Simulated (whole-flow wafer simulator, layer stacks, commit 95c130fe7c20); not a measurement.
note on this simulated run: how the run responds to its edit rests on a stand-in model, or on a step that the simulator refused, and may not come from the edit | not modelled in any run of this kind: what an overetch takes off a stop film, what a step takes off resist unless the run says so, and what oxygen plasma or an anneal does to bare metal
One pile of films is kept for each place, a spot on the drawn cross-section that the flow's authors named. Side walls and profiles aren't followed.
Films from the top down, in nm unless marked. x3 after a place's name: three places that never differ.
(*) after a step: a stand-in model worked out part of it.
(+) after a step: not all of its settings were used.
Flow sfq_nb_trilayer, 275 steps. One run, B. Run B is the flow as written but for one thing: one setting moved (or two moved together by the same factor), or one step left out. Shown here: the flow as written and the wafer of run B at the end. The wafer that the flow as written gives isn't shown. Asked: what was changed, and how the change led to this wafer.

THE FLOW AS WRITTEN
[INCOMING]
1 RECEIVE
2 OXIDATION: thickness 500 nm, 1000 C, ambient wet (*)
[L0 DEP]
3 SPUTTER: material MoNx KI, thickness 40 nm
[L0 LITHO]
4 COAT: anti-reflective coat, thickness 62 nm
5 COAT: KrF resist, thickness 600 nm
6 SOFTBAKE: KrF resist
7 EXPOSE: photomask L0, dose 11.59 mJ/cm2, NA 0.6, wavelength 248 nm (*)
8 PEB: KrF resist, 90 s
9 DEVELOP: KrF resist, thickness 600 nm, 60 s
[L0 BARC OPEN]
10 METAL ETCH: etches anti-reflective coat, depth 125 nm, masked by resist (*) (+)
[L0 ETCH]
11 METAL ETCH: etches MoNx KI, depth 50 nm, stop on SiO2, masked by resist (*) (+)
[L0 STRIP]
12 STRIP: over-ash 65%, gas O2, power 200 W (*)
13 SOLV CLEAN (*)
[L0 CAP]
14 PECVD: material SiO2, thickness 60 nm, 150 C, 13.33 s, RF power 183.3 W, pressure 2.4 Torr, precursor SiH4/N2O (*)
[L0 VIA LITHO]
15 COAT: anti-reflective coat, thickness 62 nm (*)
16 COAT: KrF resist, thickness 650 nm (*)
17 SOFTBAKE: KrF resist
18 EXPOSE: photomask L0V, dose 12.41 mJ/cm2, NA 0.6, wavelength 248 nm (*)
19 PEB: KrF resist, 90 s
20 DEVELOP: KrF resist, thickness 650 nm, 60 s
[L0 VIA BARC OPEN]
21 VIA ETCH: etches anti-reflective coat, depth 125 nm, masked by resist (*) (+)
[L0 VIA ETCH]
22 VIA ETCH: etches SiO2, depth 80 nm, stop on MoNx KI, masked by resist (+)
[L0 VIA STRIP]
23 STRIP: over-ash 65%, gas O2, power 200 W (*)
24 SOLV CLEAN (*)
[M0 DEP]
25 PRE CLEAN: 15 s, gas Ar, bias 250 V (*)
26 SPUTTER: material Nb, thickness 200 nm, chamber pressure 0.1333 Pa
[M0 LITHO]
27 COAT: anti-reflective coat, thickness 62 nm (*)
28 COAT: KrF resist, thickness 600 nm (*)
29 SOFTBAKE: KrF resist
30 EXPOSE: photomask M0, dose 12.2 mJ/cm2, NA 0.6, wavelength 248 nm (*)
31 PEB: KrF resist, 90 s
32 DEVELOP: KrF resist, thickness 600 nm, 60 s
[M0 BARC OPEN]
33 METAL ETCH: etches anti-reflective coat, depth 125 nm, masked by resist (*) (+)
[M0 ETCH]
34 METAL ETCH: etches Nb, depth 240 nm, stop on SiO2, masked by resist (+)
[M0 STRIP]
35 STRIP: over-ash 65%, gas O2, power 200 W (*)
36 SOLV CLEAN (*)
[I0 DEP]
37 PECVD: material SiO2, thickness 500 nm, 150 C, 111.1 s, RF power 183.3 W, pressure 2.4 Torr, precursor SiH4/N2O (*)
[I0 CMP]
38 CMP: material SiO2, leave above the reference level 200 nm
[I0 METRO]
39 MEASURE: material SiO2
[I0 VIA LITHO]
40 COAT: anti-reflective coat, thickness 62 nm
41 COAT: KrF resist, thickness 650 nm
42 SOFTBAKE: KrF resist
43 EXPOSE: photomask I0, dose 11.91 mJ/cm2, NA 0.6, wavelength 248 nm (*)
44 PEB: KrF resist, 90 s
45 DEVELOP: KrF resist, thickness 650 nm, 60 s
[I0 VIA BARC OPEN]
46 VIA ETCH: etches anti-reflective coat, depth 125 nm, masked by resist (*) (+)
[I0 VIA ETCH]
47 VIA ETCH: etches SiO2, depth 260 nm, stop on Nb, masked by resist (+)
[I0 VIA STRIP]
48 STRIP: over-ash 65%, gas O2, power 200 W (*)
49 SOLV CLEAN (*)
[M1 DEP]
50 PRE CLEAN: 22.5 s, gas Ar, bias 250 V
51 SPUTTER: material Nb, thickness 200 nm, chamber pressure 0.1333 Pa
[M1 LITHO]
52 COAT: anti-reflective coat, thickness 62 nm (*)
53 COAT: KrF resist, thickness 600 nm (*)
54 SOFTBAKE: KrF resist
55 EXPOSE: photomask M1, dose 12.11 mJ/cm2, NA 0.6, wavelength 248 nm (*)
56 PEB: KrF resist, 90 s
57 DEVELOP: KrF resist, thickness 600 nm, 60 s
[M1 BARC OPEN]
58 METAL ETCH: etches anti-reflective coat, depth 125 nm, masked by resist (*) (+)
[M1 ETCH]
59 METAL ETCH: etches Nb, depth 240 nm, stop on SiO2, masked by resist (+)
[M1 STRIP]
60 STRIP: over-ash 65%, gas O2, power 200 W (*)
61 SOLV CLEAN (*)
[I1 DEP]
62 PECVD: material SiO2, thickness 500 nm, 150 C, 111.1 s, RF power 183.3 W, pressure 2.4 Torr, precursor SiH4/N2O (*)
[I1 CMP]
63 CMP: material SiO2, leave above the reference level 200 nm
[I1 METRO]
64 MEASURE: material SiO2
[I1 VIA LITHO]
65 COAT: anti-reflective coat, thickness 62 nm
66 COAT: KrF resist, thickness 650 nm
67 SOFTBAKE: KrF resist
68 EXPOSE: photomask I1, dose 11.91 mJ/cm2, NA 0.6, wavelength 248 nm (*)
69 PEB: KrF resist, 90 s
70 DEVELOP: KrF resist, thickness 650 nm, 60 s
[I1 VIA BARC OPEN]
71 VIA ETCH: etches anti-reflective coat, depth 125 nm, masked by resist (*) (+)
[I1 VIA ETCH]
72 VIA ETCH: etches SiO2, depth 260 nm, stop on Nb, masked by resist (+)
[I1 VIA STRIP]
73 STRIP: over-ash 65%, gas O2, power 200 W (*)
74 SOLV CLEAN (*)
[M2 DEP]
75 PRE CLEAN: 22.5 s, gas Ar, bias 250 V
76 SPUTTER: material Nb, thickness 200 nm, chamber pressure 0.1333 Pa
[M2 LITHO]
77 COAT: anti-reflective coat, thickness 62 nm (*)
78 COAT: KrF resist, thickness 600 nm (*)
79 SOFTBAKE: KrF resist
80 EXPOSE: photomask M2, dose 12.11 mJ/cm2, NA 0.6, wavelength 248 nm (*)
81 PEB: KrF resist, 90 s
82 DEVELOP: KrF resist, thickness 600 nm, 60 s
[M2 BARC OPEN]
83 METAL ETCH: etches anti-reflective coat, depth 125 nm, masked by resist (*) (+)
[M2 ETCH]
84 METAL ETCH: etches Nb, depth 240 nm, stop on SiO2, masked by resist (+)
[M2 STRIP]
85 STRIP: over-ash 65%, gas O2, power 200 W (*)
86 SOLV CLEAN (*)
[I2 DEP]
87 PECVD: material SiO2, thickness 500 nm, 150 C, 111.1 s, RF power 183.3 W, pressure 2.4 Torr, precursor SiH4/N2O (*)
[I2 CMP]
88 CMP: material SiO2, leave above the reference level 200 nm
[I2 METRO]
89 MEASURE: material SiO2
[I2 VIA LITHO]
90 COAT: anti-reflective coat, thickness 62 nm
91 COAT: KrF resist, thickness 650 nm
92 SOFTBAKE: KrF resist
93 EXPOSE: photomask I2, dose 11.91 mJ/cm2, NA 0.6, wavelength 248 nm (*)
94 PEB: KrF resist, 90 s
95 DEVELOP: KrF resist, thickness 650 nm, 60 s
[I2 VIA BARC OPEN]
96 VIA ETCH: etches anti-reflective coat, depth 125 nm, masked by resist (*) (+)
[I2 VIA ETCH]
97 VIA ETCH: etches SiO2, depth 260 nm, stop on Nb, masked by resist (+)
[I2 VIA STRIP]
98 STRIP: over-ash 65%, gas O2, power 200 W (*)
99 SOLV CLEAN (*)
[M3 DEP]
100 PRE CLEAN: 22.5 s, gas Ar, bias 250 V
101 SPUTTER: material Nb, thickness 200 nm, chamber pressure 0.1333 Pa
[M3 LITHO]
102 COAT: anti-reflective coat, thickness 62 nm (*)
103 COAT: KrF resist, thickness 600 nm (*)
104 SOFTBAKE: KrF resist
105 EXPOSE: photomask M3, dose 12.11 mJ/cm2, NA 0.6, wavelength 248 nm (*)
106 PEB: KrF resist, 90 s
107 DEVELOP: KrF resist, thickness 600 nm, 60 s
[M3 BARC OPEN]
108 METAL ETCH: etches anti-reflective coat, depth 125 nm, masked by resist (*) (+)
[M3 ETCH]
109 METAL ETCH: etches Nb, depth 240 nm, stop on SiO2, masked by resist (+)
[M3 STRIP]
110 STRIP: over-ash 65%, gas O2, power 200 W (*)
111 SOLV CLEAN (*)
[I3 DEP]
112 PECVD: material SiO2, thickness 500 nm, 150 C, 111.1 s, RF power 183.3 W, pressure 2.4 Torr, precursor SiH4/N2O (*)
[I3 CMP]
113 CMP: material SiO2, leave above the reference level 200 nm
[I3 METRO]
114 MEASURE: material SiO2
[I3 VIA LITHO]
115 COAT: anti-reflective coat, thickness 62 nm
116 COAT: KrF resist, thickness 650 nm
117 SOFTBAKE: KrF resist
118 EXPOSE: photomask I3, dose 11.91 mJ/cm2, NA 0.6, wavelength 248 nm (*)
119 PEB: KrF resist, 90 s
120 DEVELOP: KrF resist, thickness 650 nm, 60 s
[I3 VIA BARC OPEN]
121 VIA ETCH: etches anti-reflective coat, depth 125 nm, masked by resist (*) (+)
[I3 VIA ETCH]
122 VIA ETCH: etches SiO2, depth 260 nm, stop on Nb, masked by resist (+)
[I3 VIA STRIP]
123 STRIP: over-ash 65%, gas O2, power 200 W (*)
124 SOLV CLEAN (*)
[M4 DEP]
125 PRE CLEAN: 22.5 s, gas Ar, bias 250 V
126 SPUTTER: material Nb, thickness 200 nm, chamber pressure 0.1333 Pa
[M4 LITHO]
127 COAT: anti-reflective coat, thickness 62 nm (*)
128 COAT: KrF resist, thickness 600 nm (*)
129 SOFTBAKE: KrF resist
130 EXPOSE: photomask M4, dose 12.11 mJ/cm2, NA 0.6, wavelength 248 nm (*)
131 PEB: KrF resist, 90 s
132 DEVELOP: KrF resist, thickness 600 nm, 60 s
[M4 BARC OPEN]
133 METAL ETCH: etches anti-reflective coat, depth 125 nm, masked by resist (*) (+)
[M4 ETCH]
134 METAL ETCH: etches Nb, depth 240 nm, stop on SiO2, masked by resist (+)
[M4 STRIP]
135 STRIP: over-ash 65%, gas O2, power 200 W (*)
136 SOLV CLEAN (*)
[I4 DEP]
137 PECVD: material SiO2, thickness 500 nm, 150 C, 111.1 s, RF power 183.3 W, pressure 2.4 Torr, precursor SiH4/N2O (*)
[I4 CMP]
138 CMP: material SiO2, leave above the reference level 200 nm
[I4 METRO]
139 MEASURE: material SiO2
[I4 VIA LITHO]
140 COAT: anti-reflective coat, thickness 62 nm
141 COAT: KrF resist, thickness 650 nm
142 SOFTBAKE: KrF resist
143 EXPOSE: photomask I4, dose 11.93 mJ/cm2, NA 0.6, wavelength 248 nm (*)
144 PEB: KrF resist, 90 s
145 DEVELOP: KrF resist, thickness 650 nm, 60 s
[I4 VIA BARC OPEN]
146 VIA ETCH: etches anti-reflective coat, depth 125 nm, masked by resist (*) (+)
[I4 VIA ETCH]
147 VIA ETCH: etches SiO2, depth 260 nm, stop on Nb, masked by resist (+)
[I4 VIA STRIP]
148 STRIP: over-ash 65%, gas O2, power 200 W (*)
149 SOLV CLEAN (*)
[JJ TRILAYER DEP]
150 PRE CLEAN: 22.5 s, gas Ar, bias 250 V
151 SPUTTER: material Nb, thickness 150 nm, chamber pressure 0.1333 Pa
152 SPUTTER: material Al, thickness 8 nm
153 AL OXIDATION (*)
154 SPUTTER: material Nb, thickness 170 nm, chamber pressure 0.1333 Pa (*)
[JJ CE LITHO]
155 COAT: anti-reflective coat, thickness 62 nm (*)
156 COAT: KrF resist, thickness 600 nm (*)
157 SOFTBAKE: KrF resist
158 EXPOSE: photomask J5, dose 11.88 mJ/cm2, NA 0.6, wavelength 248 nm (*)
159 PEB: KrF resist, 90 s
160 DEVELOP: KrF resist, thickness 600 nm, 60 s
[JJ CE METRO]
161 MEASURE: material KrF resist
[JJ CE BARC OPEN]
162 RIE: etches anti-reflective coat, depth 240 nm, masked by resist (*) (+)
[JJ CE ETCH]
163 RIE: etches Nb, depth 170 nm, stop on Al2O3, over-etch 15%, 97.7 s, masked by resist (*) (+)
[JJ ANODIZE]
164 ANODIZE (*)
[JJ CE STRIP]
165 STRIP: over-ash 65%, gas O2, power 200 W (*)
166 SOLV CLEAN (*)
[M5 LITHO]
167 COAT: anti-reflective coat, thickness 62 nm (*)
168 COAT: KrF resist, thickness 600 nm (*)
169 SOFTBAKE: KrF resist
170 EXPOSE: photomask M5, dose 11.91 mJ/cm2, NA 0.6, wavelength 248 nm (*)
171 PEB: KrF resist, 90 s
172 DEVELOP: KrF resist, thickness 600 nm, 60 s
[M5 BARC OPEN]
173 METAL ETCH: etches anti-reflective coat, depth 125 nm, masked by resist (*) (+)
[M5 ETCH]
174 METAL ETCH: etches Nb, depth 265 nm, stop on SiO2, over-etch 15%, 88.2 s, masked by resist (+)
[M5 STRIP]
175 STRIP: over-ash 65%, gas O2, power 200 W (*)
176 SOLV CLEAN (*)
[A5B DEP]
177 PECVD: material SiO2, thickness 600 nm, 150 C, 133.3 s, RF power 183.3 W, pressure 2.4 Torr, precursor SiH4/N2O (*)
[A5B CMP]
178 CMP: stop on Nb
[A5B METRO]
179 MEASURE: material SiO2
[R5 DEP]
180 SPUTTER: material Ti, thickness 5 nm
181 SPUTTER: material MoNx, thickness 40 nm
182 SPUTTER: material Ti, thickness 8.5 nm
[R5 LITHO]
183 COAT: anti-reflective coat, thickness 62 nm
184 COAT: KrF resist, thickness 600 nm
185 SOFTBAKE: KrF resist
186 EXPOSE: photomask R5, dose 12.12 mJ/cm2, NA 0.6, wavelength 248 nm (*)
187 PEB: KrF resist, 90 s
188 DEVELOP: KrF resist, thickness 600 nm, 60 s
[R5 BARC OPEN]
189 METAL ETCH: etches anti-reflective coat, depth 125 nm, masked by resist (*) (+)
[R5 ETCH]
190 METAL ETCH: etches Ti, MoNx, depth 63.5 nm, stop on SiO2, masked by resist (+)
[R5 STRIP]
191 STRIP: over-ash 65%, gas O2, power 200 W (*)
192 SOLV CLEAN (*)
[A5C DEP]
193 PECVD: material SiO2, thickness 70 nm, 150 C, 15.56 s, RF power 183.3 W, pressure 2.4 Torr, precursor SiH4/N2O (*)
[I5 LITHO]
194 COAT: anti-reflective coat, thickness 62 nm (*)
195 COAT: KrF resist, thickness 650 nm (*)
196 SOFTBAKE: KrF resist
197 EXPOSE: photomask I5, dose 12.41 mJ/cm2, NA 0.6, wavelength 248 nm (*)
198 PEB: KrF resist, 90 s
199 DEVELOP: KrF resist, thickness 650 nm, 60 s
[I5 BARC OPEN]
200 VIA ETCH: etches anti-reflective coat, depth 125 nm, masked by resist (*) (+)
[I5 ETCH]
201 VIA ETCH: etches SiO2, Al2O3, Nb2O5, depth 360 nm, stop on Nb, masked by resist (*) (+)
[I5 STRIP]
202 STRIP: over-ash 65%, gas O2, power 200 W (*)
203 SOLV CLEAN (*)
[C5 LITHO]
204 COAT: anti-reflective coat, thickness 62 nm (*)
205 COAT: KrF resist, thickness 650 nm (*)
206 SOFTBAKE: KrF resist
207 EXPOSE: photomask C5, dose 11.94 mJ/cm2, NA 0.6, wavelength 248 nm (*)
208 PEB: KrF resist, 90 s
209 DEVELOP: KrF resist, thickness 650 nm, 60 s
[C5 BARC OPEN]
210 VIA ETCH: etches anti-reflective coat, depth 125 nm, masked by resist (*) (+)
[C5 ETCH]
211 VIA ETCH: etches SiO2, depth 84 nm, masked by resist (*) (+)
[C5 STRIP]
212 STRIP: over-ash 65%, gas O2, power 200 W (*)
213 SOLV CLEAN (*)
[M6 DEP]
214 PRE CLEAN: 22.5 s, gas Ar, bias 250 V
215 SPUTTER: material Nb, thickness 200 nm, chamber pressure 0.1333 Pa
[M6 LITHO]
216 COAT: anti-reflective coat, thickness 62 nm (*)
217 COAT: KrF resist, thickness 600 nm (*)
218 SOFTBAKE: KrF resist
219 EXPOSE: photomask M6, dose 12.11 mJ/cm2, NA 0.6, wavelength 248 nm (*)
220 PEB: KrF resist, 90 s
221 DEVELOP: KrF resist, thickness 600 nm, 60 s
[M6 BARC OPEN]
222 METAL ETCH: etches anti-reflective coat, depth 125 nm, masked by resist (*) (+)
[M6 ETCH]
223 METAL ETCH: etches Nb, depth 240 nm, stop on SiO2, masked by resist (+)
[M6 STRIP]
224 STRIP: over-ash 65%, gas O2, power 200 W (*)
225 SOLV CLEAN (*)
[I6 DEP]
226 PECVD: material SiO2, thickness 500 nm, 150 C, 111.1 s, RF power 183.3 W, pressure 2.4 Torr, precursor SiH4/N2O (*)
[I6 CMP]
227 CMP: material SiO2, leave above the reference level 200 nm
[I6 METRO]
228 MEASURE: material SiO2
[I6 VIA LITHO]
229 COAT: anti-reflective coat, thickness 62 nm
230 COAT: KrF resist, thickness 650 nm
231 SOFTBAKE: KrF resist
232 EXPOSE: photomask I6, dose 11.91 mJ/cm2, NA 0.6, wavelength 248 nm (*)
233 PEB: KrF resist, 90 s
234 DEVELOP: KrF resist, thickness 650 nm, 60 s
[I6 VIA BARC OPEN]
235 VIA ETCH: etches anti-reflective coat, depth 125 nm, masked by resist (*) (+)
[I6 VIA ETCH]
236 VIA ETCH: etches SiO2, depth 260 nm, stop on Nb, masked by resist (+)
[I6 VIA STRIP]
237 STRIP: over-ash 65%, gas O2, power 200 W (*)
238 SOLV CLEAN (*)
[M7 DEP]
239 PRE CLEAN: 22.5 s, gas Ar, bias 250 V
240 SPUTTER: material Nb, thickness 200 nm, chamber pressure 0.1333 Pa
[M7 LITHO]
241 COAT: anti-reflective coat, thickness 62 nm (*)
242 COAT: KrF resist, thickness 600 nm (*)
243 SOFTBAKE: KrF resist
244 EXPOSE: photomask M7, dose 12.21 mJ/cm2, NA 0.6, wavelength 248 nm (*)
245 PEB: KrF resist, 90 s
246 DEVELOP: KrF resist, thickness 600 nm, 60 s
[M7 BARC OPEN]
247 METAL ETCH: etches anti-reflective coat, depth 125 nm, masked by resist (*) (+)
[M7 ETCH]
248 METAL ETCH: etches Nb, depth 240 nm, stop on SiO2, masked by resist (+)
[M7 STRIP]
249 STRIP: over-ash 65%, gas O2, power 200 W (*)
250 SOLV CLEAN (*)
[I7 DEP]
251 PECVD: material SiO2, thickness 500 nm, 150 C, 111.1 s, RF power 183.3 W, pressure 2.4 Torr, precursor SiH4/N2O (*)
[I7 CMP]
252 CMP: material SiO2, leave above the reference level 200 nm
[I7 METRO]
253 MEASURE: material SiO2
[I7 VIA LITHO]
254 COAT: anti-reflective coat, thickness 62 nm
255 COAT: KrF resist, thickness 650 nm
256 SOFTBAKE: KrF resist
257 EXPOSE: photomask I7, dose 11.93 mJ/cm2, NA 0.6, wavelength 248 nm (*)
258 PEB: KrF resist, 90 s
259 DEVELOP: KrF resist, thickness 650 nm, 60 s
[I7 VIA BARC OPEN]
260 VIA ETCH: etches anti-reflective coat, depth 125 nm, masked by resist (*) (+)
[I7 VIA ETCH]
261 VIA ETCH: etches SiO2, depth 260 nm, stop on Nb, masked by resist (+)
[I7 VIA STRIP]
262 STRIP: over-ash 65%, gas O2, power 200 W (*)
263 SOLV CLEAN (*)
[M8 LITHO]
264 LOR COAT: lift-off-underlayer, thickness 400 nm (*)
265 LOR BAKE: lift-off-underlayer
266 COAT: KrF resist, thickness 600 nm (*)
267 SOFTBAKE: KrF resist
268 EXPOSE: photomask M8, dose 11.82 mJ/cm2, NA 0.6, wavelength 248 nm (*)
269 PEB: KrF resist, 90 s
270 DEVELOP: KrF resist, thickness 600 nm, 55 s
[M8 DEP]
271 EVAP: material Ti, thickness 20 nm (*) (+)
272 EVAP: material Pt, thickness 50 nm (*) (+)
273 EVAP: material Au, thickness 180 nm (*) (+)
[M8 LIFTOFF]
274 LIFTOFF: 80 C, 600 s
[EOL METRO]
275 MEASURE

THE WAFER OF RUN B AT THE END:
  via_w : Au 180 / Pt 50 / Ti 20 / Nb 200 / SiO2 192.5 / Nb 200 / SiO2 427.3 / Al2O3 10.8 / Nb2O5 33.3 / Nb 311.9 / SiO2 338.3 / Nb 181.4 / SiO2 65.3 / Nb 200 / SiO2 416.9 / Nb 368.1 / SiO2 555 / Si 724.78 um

The cause: step 97, VIA ETCH: depth 127 nm was run, where the flow has depth 260 nm.

How the change led to this, step by step:
  97 VIA ETCH: etches SiO2, depth 260 nm, stop on Nb, masked by resist (+)
      via_w: SiO2 -127 (as written it would be: SiO2 -199.8 (all of it))
      field_l, v_sur, via_wl and 102 more: KrF resist -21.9 (as written it would be: KrF resist -44.8)
  98 STRIP: over-ash 65%, gas O2, power 200 W (*)
      field_l, v_sur, via_wl and 102 more: KrF resist -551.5 (all of it), anti-reflective coat -62 (all of it) (as written it would be: KrF resist -528.6 (all of it), anti-reflective coat -62 (all of it))
  100 PRE CLEAN: 22.5 s, gas Ar, bias 250 V
      via_w: SiO2 -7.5 (as written it would be: Nb -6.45)
  101 SPUTTER: material Nb, thickness 200 nm, chamber pressure 0.1333 Pa
      via_w: Nb +181.4 (new film) (as written it would be: Nb +165.5)
  102 COAT: anti-reflective coat, thickness 62 nm (*)
      via_wl, via_wr: anti-reflective coat +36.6 (new film) (as written it would be: anti-reflective coat +34.2 (new film))
      via_w: anti-reflective coat +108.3 (new film) (as written it would be: anti-reflective coat +124.8 (new film))
  103 COAT: KrF resist, thickness 600 nm (*)
      via_w: KrF resist +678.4 (new film) (as written it would be: KrF resist +737.9 (new film))
  110 STRIP: over-ash 65%, gas O2, power 200 W (*)
      via_wl, via_wr: KrF resist -390.9 (all of it), anti-reflective coat -36.6 (all of it) (as written it would be: KrF resist -384.2 (all of it), anti-reflective coat -34.2 (all of it))
      via_w: KrF resist -460.6 (all of it), anti-reflective coat -108.3 (all of it) (as written it would be: KrF resist -520 (all of it), anti-reflective coat -124.8 (all of it))
  112 PECVD: material SiO2, thickness 500 nm, 150 C, 111.1 s, RF power 183.3 W, pressure 2.4 Torr, precursor SiH4/N2O (*)
      via_w: SiO2 +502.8 (new film) (as written it would be: SiO2 +615 (new film))
  113 CMP: material SiO2, leave above the reference level 200 nm
      via_w: SiO2 -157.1 (as written it would be: SiO2 -181.6)
Counting metal films that touch as one body, via_w has 6 bodies (between them, from the top down: SiO2 192.5; SiO2 427.3 / Al2O3 10.8 / Nb2O5 33.3; SiO2 338.3; SiO2 65.3; SiO2 416.9); the flow as written gives 5 bodies (between them, from the top down: SiO2 192.5; SiO2 427.3 / Al2O3 10.8 / Nb2O5 33.3; SiO2 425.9; SiO2 416.9).
